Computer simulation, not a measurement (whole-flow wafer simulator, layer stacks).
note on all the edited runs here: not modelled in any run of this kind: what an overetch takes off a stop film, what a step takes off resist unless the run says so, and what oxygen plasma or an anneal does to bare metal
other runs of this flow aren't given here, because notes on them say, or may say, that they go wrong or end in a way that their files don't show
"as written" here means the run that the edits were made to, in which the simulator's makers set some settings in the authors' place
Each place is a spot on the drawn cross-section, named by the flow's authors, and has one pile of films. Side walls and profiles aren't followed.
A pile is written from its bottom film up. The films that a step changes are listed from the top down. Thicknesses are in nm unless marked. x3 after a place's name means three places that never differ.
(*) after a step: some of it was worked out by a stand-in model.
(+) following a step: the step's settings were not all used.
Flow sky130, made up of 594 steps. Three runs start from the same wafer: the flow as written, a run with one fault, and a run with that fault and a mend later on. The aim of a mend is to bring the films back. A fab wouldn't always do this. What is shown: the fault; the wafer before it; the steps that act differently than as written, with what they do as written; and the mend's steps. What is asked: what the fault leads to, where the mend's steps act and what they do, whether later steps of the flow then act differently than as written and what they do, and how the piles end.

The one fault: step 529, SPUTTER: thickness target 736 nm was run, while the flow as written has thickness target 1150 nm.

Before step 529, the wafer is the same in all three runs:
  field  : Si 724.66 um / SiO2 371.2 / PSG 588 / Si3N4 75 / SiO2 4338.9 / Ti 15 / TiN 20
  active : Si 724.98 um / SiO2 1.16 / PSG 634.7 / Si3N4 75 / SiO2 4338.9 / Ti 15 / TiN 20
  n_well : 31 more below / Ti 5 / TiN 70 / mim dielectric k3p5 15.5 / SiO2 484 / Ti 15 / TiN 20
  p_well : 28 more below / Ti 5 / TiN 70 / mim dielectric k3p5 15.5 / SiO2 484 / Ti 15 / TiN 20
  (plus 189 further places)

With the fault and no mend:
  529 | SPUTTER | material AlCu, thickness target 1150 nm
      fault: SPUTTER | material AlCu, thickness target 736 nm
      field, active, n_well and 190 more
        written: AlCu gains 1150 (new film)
        fault: AlCu gains 736 (new film)
  Later steps of the flow acting differently than as written (2 more steps, not shown, differ only slightly: by at most 2% or 0.5 nm, whichever is larger):
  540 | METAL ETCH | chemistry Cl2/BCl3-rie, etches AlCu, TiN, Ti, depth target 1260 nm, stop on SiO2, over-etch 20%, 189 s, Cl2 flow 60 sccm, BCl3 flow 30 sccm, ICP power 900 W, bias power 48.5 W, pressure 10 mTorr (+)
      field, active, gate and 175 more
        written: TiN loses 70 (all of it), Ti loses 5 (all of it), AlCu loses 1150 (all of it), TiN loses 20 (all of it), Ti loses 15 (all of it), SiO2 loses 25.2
        fault: TiN loses 70 (all of it), Ti loses 5 (all of it), AlCu loses 736 (all of it), TiN loses 20 (all of it), Ti loses 15 (all of it), SiO2 loses 66.6
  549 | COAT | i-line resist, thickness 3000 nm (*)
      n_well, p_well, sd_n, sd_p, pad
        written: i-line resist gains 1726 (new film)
        fault: i-line resist gains 2095.6 (new film)
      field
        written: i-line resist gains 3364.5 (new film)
        fault: i-line resist gains 3255.5 (new film)
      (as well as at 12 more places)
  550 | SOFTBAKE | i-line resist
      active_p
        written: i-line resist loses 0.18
        fault: i-line resist gains 0.71
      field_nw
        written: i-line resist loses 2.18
        fault: i-line resist gains 0.95
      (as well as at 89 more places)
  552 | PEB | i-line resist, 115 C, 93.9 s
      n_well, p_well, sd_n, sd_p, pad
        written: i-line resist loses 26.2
        fault: i-line resist loses 32.5
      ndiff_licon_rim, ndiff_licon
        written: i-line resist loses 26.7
        fault: i-line resist loses 32.8
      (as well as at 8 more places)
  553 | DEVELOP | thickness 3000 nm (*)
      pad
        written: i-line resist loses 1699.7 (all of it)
        fault: i-line resist loses 2063.1 (all of it)
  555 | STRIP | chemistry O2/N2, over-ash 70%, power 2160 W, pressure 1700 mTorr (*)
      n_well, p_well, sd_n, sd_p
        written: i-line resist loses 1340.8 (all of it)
        fault: i-line resist loses 1704.2 (all of it)
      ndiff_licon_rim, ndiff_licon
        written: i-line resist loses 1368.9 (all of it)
        fault: i-line resist loses 1722.8 (all of it)
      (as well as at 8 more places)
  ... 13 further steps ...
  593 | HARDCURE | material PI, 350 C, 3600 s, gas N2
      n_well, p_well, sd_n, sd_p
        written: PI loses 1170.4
        fault: PI loses 1196.7
  At n_well, p_well, gate_hv and 108 more, the piles at the end differ from the flow's by more than 2% or 0.5 nm, whichever is larger.
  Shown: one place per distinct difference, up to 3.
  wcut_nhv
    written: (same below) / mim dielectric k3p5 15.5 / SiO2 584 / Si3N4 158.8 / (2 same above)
    fault: (same below) / mim dielectric k3p5 15.5 / SiO2 542.6 / Si3N4 158.8 / (2 same above)
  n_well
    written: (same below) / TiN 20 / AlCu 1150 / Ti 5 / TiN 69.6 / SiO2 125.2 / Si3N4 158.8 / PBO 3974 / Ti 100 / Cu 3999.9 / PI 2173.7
    fault: (same below) / TiN 20 / AlCu 736 / Ti 5 / TiN 69.6 / SiO2 125.2 / Si3N4 158.8 / PBO 4271.6 / Ti 100 / Cu 3999.9 / PI 2222.4
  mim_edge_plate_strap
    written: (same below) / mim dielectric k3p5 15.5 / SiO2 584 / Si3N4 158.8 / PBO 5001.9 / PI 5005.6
    fault: (same below) / mim dielectric k3p5 15.5 / SiO2 542.6 / Si3N4 158.8 / PBO 5001.3 / PI 5005.9

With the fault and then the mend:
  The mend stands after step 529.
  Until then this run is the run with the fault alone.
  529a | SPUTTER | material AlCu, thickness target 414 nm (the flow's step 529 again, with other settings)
      field, active, n_well and 190 more
        AlCu gains 414
  None of the later steps of the flow acts differently than as written at any place that is followed.
  By the end, the piles equal the flow's at every place that both follow.
